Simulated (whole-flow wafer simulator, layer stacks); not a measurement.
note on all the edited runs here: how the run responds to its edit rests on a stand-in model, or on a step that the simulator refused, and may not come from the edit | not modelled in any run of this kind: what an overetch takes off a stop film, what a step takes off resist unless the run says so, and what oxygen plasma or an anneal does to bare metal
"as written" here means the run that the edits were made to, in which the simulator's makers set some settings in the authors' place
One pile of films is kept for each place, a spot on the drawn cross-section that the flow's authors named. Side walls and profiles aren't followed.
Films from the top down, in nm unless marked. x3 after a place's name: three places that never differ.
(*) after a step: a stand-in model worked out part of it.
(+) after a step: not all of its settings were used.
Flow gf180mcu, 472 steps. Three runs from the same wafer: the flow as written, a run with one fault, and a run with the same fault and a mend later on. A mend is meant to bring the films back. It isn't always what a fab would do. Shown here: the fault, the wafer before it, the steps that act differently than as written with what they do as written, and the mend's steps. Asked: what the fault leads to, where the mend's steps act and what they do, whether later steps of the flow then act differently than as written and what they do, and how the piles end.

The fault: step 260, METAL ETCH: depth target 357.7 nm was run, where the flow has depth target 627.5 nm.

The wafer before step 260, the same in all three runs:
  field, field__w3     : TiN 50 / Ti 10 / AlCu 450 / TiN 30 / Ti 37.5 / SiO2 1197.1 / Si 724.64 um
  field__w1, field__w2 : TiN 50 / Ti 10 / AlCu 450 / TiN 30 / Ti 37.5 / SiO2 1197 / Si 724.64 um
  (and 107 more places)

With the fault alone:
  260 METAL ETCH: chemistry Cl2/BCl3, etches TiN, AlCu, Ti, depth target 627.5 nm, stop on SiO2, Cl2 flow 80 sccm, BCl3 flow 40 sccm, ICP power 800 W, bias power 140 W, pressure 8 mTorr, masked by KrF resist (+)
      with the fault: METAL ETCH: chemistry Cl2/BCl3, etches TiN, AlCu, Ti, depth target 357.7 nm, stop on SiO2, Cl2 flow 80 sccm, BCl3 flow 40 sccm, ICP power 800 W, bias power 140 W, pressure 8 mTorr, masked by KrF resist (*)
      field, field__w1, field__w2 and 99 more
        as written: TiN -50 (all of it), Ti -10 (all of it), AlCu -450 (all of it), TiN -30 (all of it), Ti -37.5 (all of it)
        with the fault: TiN -50 (all of it), Ti -10 (all of it), AlCu -297.7
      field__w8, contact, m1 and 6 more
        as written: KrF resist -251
        with the fault: KrF resist -143.1
  Later steps of the flow that act differently than as written:
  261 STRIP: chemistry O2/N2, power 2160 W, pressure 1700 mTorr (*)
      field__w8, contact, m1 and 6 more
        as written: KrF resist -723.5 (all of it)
        with the fault: KrF resist -831.4 (all of it)
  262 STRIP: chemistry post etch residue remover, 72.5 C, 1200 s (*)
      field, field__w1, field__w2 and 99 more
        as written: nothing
        with the fault: AlCu -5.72
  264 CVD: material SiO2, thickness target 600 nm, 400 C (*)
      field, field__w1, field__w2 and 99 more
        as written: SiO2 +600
        with the fault: SiO2 +600 (new film)
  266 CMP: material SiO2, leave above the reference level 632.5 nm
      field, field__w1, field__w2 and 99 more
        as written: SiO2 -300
        with the fault: SiO2 -514.1
  At the end the piles differ from the flow's by more than 2% or 0.5 nm, whichever is larger, at field, field__w1, field__w2 and 100 more.
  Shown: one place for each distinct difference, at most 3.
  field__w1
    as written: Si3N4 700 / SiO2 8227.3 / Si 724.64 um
    with the fault: Si3N4 700 / SiO2 6816.2 / AlCu 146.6 / TiN 30 / Ti 37.5 / SiO2 1197 / Si 724.64 um
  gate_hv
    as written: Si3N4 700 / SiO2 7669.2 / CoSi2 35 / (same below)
    with the fault: Si3N4 700 / SiO2 6816.2 / AlCu 146.6 / TiN 30 / Ti 37.5 / SiO2 638.9 / CoSi2 35 / (same below)
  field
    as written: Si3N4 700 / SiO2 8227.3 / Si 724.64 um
    with the fault: Si3N4 700 / SiO2 6816.2 / AlCu 146.6 / TiN 30 / Ti 37.5 / SiO2 1197.1 / Si 724.64 um

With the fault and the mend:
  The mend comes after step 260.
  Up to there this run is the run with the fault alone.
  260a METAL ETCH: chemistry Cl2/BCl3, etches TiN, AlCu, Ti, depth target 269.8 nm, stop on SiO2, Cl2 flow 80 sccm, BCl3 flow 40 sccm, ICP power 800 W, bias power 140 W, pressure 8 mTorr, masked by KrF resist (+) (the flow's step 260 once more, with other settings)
      field, field__w1, field__w2 and 99 more
        AlCu -152.3 (all of it), TiN -30 (all of it), Ti -37.5 (all of it)
      field__w8, contact, m1 and 6 more
        KrF resist -107.9
  No later step of the flow acts differently than as written at any place that is followed.
  At the end the piles are the same as the flow's at every place that both follow.
